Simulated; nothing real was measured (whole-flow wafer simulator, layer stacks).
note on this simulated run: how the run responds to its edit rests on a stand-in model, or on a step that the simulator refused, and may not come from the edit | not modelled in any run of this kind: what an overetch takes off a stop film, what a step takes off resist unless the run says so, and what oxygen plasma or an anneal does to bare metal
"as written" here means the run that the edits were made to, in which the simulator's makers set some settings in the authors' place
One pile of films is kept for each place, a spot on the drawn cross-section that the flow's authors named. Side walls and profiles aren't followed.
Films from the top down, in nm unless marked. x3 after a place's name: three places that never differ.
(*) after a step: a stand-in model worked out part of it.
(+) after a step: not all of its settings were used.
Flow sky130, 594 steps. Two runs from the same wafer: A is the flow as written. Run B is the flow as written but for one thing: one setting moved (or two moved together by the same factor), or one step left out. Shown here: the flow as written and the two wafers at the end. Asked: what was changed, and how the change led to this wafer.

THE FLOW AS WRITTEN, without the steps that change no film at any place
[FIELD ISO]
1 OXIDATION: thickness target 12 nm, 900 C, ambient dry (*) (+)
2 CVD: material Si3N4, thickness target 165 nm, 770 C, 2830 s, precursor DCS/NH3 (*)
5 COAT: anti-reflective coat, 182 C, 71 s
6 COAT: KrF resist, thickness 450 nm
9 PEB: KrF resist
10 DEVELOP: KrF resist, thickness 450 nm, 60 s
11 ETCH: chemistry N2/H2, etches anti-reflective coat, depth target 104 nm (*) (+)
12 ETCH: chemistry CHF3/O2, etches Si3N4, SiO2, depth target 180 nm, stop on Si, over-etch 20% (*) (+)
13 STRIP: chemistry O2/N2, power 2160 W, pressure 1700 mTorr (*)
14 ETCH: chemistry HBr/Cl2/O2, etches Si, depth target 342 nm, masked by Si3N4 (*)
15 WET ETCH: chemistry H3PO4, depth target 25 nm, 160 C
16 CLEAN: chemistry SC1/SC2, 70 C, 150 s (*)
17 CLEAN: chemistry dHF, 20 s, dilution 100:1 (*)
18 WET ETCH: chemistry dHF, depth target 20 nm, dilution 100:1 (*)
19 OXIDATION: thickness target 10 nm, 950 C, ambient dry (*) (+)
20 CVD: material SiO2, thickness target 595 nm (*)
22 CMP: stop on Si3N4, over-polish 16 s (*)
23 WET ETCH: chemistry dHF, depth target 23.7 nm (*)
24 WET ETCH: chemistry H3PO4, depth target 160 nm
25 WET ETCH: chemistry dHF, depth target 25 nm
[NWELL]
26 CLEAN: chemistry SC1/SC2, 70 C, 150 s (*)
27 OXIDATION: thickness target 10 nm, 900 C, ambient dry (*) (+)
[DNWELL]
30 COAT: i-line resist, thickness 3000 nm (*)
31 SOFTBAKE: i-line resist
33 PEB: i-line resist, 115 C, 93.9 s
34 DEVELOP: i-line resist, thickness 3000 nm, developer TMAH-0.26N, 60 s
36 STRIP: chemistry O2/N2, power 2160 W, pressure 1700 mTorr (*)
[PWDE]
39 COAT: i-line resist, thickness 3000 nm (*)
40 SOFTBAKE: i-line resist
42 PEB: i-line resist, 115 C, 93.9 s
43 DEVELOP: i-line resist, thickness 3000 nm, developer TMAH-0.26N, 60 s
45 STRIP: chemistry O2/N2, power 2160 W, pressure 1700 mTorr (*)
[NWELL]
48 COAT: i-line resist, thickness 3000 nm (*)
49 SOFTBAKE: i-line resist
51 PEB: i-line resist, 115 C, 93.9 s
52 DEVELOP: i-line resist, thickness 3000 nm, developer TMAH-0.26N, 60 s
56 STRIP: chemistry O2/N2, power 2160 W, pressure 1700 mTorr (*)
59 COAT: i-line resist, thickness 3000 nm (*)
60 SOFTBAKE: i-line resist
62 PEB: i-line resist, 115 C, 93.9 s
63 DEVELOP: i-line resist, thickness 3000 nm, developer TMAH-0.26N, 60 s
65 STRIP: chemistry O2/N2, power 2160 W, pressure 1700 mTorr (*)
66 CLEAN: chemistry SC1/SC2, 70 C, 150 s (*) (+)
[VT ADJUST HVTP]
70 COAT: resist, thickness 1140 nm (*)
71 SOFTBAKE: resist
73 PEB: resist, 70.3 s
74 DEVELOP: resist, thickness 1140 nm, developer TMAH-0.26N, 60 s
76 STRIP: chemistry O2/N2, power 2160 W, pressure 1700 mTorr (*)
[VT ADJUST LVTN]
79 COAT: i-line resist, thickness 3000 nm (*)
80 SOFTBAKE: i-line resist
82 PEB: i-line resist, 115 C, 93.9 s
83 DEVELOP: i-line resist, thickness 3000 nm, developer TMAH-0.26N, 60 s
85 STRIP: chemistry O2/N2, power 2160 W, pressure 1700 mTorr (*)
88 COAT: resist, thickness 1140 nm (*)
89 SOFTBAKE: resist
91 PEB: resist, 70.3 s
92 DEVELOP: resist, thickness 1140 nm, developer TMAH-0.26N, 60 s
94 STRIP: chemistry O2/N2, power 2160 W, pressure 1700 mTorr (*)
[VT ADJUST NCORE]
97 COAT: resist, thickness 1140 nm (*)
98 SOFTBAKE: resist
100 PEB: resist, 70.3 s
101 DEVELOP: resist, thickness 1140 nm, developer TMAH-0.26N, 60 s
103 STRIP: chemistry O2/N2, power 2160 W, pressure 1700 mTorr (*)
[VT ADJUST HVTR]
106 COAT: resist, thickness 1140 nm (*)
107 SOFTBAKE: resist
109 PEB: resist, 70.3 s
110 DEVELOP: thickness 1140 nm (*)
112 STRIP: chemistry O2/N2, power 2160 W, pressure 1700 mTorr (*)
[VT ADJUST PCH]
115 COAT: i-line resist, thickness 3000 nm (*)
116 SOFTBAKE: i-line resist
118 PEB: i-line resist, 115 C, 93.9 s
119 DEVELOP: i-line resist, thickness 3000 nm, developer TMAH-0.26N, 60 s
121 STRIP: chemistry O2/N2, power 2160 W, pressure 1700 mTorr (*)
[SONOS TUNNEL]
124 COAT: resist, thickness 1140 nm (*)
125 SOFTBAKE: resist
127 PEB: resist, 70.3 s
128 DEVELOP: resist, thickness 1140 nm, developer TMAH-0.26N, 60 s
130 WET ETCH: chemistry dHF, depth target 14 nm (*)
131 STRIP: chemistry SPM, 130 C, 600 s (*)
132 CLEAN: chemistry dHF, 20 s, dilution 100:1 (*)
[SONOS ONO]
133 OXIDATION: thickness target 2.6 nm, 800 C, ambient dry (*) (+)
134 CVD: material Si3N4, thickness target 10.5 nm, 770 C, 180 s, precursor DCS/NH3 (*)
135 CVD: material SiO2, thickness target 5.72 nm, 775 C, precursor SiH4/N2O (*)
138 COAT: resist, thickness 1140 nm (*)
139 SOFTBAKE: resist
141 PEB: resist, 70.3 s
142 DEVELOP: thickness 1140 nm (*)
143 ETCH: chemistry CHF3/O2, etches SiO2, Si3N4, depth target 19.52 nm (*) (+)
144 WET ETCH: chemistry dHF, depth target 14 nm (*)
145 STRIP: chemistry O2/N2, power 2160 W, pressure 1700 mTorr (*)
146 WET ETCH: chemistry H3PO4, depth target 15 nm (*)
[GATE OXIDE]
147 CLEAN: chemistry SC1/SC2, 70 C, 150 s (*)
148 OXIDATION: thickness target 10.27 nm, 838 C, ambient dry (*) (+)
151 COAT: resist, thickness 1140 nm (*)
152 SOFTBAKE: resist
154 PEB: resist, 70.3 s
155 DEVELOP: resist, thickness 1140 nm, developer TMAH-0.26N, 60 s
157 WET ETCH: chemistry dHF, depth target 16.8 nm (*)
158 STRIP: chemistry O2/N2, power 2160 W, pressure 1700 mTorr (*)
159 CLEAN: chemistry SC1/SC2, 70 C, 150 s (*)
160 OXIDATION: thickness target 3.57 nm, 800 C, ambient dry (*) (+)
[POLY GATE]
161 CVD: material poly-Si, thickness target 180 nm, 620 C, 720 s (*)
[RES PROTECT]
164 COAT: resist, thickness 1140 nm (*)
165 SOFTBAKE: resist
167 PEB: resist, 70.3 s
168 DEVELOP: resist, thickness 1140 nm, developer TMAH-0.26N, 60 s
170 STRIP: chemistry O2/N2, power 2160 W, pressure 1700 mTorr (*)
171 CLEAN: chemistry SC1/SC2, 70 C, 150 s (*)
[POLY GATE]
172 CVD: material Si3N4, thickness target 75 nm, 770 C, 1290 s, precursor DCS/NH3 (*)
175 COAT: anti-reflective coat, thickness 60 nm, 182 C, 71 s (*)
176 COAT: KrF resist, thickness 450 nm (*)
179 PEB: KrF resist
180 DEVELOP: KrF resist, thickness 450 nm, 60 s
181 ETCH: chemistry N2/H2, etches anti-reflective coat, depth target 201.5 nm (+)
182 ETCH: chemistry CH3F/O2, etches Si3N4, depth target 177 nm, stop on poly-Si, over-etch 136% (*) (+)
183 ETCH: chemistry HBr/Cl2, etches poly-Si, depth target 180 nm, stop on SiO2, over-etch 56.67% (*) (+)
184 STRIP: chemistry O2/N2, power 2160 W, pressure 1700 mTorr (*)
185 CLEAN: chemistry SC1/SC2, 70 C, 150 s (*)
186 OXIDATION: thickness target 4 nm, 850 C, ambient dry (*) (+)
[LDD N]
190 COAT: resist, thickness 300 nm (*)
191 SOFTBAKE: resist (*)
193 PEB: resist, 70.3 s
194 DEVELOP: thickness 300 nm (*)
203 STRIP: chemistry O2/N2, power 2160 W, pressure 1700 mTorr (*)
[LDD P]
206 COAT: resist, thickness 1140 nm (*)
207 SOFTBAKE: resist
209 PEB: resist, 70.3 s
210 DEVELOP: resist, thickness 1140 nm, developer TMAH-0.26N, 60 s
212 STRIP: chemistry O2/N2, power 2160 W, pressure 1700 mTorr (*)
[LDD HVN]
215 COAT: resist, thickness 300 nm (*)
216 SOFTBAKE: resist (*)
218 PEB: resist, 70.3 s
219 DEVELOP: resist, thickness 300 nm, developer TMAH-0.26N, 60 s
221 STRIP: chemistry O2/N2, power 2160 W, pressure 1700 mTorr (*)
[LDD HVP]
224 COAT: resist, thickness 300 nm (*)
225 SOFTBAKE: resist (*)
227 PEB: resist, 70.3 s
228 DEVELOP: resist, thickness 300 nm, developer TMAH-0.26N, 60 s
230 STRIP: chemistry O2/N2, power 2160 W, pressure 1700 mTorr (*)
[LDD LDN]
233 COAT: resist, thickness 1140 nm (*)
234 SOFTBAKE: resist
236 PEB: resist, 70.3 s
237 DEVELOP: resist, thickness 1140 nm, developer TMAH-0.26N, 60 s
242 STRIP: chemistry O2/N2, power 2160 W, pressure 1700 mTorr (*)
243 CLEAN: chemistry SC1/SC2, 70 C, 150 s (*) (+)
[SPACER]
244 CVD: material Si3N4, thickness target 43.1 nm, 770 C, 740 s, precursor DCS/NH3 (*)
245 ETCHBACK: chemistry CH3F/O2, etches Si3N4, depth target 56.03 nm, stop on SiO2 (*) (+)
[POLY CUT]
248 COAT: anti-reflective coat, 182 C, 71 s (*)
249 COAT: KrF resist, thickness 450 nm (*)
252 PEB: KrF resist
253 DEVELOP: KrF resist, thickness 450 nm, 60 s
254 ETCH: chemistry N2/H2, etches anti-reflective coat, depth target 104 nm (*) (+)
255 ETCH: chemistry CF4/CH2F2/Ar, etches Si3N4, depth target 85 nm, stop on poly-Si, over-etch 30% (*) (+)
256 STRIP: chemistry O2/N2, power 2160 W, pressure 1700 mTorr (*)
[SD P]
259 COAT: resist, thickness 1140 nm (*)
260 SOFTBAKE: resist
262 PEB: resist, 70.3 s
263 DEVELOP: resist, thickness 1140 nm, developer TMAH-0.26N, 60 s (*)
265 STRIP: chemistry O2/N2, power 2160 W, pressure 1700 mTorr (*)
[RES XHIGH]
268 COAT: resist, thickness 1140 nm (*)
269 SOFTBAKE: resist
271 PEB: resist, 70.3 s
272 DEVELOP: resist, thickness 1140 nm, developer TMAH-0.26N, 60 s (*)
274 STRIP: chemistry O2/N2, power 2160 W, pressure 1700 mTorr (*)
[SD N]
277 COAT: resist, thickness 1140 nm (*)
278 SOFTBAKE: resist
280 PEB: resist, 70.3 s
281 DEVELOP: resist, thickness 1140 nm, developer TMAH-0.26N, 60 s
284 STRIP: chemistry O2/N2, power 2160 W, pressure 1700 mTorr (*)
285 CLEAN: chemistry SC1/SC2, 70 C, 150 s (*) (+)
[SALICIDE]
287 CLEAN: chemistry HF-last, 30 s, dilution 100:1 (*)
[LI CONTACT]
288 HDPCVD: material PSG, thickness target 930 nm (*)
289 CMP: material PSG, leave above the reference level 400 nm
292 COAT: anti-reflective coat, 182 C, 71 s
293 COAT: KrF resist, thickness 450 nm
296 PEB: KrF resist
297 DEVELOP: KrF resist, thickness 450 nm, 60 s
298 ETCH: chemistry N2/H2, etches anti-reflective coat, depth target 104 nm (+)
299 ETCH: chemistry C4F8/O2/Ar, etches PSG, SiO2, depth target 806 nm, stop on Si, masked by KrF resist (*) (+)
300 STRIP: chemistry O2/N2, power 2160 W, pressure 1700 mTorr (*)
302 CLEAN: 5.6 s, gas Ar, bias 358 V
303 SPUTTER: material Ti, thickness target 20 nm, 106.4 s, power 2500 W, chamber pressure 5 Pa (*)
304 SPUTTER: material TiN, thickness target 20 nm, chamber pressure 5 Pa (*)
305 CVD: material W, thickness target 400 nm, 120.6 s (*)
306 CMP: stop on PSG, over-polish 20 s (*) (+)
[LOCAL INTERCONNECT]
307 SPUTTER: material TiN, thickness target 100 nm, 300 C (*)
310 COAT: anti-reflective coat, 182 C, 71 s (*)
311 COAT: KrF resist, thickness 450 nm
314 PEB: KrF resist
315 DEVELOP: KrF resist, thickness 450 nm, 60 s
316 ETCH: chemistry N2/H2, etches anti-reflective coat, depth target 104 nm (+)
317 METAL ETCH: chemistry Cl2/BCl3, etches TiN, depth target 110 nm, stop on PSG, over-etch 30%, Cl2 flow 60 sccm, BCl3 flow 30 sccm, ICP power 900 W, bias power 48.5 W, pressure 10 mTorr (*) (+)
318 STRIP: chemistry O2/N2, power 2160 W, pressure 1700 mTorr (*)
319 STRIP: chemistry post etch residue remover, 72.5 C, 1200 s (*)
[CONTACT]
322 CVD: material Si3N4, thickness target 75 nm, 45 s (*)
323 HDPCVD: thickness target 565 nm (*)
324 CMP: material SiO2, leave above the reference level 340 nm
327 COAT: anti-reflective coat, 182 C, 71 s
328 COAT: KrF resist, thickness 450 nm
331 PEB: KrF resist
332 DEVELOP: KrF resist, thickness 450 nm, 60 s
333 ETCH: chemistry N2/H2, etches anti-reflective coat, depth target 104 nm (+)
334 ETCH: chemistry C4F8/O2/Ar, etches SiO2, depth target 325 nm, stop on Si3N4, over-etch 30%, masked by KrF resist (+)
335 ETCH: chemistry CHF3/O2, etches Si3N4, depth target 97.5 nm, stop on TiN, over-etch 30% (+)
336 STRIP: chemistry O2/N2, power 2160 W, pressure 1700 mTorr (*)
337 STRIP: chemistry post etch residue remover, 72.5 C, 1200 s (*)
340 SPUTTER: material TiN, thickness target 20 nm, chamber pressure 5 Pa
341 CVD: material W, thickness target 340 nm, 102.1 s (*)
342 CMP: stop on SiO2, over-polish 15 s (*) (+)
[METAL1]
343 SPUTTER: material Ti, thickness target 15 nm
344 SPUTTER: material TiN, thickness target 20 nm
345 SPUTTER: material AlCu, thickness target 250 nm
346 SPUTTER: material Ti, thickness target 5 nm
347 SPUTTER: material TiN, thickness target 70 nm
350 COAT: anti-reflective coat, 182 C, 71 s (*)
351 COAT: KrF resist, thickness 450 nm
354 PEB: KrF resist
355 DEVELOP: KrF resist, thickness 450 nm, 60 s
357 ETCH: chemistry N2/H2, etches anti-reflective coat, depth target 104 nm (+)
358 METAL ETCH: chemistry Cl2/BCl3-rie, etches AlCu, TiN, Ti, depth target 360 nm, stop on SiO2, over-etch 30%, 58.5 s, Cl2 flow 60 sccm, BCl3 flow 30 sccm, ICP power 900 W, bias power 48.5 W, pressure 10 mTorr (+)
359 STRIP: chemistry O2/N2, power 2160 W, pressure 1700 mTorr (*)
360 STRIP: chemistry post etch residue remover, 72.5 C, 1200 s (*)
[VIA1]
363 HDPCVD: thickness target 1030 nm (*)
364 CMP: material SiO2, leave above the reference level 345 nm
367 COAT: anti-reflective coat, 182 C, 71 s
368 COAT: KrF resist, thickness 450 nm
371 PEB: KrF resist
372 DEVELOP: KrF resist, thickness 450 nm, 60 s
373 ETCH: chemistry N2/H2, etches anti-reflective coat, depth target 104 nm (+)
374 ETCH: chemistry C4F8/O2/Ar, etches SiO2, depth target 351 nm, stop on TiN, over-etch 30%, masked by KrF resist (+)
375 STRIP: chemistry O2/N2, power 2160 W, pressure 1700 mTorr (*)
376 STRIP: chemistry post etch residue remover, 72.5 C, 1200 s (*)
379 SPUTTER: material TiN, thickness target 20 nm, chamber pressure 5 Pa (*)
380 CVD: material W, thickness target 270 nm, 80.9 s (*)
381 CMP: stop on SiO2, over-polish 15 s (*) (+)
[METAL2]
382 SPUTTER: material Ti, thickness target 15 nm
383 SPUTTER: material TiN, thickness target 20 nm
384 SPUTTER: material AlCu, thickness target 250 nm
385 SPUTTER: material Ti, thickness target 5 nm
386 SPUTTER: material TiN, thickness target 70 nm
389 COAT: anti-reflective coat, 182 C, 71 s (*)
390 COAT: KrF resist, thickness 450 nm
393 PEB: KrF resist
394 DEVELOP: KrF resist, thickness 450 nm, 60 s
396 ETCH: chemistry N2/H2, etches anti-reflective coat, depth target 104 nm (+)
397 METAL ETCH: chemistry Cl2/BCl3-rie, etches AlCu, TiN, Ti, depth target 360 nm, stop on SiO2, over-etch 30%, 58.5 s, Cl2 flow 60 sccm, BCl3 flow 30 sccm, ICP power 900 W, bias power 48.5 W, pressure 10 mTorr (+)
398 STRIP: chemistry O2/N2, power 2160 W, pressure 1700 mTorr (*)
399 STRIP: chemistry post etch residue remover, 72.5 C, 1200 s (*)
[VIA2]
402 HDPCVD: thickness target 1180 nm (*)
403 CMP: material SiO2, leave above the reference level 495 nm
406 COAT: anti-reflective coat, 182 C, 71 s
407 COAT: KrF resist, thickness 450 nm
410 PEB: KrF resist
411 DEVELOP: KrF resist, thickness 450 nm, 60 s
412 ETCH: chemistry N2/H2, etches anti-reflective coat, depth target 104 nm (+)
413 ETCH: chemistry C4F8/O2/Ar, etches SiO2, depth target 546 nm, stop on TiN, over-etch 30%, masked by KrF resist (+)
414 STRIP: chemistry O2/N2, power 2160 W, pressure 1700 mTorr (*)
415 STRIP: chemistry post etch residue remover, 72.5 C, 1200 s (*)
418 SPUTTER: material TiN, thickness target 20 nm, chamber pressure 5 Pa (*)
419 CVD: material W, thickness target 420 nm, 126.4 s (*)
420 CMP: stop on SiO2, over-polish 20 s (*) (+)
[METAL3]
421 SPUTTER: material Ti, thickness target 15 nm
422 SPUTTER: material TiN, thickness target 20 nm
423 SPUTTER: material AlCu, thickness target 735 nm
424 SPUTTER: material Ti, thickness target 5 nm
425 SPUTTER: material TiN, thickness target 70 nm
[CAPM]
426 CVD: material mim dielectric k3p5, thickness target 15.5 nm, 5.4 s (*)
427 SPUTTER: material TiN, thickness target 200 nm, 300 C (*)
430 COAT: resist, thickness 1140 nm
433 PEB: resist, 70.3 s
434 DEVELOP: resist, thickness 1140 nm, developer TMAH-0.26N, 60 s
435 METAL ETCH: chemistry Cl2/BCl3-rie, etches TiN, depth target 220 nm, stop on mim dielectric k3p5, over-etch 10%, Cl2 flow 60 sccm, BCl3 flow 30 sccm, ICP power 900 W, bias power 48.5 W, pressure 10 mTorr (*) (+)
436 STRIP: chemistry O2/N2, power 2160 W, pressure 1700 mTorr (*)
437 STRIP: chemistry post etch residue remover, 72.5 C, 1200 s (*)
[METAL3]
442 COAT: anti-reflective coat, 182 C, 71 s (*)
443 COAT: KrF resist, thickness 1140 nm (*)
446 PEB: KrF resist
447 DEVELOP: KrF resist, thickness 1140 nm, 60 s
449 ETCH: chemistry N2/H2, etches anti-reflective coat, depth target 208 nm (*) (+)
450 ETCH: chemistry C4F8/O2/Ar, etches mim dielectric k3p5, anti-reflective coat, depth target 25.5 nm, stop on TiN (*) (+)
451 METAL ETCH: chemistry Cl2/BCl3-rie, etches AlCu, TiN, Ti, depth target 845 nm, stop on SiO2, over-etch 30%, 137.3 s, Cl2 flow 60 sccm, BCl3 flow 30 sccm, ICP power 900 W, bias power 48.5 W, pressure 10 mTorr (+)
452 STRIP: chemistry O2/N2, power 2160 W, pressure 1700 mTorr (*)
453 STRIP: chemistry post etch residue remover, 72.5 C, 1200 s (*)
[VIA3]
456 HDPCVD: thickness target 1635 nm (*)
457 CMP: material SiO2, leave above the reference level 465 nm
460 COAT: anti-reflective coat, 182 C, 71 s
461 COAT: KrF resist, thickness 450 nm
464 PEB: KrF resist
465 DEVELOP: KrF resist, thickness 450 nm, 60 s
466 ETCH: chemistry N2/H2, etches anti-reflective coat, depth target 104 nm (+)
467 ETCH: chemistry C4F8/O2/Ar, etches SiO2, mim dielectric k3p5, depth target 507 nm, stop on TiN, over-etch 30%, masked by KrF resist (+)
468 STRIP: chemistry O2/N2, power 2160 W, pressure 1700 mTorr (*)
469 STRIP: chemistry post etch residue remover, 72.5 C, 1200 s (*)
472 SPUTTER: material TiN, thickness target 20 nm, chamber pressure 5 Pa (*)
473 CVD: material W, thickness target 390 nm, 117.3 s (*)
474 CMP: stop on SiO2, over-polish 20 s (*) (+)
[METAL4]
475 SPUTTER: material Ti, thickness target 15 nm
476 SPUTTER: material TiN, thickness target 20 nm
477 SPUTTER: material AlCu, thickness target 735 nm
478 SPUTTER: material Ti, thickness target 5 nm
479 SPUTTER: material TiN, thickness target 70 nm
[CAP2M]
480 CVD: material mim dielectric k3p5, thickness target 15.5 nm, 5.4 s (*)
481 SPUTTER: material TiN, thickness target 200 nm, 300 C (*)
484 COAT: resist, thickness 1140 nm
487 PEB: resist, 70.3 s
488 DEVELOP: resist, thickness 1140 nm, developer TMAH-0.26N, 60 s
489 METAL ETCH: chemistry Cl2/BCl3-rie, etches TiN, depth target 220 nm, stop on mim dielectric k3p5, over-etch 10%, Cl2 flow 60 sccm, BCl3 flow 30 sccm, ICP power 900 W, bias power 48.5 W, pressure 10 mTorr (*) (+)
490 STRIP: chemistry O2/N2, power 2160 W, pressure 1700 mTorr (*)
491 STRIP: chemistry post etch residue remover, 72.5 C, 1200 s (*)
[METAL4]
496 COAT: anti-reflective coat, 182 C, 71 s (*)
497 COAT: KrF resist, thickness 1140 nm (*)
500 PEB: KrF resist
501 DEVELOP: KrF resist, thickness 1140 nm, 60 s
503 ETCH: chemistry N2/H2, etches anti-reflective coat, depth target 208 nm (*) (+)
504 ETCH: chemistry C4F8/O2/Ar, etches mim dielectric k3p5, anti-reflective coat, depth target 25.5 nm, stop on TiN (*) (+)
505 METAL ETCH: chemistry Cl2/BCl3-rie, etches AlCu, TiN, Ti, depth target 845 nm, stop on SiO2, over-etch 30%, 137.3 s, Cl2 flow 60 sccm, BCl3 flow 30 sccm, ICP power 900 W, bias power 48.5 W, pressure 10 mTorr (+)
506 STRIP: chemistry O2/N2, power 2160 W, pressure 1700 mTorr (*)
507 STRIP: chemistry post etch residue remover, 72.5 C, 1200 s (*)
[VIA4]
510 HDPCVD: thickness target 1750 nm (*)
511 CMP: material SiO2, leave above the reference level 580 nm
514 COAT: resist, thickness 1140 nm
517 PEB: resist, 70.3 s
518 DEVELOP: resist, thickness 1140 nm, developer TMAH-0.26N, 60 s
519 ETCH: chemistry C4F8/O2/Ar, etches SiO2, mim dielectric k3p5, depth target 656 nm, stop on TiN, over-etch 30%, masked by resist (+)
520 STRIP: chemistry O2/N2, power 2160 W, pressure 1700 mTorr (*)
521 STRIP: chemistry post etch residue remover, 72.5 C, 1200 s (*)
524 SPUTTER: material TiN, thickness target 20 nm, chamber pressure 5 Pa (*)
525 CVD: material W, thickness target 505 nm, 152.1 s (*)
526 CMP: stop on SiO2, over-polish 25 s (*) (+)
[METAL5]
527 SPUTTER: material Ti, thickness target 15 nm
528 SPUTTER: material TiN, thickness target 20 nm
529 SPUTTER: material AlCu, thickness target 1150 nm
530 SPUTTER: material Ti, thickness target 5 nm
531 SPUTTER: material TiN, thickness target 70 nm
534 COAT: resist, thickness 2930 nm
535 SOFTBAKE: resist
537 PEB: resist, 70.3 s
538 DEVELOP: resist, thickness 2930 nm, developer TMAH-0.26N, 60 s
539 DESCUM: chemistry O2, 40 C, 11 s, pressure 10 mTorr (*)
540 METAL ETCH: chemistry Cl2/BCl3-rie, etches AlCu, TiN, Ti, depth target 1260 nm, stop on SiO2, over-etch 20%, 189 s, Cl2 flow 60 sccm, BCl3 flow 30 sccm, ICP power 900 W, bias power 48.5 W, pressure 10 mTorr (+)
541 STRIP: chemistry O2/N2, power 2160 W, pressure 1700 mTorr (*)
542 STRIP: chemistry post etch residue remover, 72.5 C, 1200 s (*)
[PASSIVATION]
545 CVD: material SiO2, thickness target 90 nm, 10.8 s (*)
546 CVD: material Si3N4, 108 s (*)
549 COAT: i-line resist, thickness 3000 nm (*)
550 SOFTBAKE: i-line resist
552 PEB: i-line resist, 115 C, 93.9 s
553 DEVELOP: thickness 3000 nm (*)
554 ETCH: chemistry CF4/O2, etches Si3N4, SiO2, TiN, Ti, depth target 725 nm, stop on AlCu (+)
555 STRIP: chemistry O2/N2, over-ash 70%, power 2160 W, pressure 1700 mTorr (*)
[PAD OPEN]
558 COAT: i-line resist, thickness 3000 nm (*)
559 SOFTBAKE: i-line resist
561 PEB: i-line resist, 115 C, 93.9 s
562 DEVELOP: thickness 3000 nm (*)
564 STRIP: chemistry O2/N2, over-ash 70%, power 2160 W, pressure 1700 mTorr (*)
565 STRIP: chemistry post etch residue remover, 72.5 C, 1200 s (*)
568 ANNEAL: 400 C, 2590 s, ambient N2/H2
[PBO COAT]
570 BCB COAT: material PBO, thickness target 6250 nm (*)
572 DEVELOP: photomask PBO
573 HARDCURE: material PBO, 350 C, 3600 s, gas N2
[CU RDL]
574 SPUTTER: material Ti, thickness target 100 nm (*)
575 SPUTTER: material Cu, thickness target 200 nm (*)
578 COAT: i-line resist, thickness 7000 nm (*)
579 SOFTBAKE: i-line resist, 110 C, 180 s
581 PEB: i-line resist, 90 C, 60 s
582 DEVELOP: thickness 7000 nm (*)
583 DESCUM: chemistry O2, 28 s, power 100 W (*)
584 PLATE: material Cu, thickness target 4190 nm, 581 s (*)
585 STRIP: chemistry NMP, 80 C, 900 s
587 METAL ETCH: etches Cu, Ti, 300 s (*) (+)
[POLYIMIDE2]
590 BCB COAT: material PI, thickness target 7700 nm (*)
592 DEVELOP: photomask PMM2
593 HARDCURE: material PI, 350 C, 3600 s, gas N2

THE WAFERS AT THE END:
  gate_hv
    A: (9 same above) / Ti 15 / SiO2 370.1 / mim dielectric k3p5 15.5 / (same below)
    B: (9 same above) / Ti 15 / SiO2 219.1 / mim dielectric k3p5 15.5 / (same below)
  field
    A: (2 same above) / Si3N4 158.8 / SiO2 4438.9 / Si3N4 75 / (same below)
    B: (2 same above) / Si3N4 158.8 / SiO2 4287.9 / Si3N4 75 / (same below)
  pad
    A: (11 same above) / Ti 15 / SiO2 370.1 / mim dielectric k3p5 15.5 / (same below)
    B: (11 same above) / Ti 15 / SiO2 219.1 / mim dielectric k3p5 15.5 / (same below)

The cause: step 457, CMP: leave above the reference level 314 nm was run, where the flow has leave above the reference level 465 nm.

How the change led to this, step by step:
  457 CMP: material SiO2, leave above the reference level 465 nm
      n_well, p_well, gate_hv and 99 more: A SiO2 -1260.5 | B SiO2 -1411.5
      field, active, gate and 82 more: A SiO2 -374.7 | B SiO2 -525.7
      (and at 5 more places)
  467 ETCH: chemistry C4F8/O2/Ar, etches SiO2, mim dielectric k3p5, depth target 507 nm, stop on TiN, over-etch 30%, masked by KrF resist (+)
      field, active, n_well and 187 more: A KrF resist -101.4 | B KrF resist -62.1
      m1: A SiO2 -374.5 (all of it), mim dielectric k3p5 -15.5 (all of it) | B SiO2 -223.5 (all of it), mim dielectric k3p5 -15.5 (all of it)
      (and at 1 more place)
  468 STRIP: chemistry O2/N2, power 2160 W, pressure 1700 mTorr (*)
      field, active, n_well and 187 more: A KrF resist -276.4 (all of it), anti-reflective coat -80 (all of it) | B KrF resist -315.7 (all of it), anti-reflective coat -80 (all of it)
  472 SPUTTER: material TiN, thickness target 20 nm, chamber pressure 5 Pa (*)
      m1, via3_hole: A TiN +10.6 | B TiN +12.8
  473 CVD: material W, thickness target 390 nm, 117.3 s (*)
      m1: A W +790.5 (new film) | B W +637.2 (new film)
      via3_hole: A W +789.9 (new film) | B W +636.6 (new film)
  505 METAL ETCH: chemistry Cl2/BCl3-rie, etches AlCu, TiN, Ti, depth target 845 nm, stop on SiO2, over-etch 30%, 137.3 s, Cl2 flow 60 sccm, BCl3 flow 30 sccm, ICP power 900 W, bias power 48.5 W, pressure 10 mTorr (+)
      mim_edge_plate: A TiN -70 (all of it), Ti -5 (all of it), AlCu -735 (all of it), TiN -20 (all of it), Ti -15 (all of it), SiO2 -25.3 | B TiN -70 (all of it), Ti -5 (all of it), AlCu -735 (all of it), TiN -20 (all of it), Ti -15 (all of it), SiO2 -19.9 (all of it), TiN -54.1
  510 HDPCVD: thickness target 1750 nm (*)
      mim_edge_plate: A SiO2 +1750 | B SiO2 +1750 (new film)
  511 CMP: material SiO2, leave above the reference level 580 nm
      mim_edge_plate: A SiO2 -374.7 | B SiO2 -325.6
